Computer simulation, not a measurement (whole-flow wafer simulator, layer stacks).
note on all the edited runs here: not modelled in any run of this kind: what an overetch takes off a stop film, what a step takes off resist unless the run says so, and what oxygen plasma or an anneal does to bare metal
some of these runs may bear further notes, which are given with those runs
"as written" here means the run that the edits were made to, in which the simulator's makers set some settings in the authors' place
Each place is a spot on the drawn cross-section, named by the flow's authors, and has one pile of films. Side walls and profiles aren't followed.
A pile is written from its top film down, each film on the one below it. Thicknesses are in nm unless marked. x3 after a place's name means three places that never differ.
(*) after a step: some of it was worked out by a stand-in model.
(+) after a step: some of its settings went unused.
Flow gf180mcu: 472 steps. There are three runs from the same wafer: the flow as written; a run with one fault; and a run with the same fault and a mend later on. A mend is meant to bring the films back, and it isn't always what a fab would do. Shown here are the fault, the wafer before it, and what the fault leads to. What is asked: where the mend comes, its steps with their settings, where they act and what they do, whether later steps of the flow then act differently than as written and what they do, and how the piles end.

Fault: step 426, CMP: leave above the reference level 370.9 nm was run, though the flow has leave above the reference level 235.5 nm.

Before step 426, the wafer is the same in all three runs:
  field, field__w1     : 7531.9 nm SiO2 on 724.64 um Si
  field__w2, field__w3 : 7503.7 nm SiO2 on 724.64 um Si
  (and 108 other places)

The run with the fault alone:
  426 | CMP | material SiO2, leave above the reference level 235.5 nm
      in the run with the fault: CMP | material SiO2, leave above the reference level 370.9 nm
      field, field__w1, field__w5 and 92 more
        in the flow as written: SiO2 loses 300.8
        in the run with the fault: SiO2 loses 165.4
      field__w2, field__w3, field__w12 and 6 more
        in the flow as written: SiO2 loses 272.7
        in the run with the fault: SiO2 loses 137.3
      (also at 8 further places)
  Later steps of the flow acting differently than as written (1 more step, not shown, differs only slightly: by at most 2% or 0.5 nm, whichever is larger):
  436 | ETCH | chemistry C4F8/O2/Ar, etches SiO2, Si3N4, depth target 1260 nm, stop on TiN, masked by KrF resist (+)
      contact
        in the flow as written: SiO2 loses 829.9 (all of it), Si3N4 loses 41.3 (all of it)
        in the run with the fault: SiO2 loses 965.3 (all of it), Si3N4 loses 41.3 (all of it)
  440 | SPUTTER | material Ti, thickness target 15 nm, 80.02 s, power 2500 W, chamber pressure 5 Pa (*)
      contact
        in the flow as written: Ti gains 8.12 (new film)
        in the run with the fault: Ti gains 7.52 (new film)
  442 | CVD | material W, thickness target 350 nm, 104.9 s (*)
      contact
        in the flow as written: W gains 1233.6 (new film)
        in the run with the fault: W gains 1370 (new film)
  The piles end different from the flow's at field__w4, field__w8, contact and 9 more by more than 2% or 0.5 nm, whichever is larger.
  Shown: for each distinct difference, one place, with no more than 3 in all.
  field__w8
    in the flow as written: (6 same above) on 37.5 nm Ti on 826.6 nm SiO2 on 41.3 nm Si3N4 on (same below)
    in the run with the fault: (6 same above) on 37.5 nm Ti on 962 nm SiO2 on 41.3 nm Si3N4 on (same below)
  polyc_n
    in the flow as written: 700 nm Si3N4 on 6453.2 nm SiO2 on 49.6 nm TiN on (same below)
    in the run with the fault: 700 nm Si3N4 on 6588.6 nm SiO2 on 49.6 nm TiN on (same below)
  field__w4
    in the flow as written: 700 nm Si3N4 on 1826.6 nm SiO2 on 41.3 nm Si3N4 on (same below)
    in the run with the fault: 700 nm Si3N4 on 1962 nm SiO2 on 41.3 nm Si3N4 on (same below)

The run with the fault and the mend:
  After step 434 comes the mend.
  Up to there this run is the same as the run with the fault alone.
  434a | STRIP | chemistry O2/N2, power 2160 W, pressure 1700 mTorr (*)
      field, field__w1, field__w2 and 108 more
        KrF resist loses 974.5 (all of it), anti-reflective coat loses 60 (all of it)
      contact
        anti-reflective coat loses 60 (all of it)
  434b | CMP | material SiO2, leave above the reference level 235.5 nm (a further turn of the flow's step 426)
      field, field__w1, field__w2 and 109 more
        SiO2 loses 135.4
  434c | HMDS | 120 C, 60 s (a further turn of the flow's step 428)
      leaves every film unchanged at each place that is followed
  434d | COAT | anti-reflective coat, thickness 60 nm, 182 C, 71 s (a further turn of the flow's step 429)
      field, field__w1, field__w2 and 109 more
        anti-reflective coat gains 60 (new film)
  434e | COAT | KrF resist, thickness 1000 nm (a further turn of the flow's step 430)
      field, field__w1, field__w2 and 109 more
        KrF resist gains 1000 (new film)
  434f | SOFTBAKE | KrF resist (a further turn of the flow's step 431)
      leaves every film unchanged at each place that is followed
  434g | EXPOSE | photomask Via5 (a further turn of the flow's step 432)
      leaves every film unchanged at each place that is followed
  434h | PEB | KrF resist, 135 C, 90 s (a further turn of the flow's step 433)
      field, field__w1, field__w2 and 109 more
        KrF resist loses 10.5
  434i | DEVELOP | KrF resist, thickness 1000 nm, 60 s (a further turn of the flow's step 434)
      field, field__w1, field__w2 and 108 more
        KrF resist loses 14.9
      contact
        KrF resist loses 989.5 (all of it)
  Every later step of the flow that is run acts as written at every place that is followed.
  At every place that both follow, the piles at the end match the flow's.
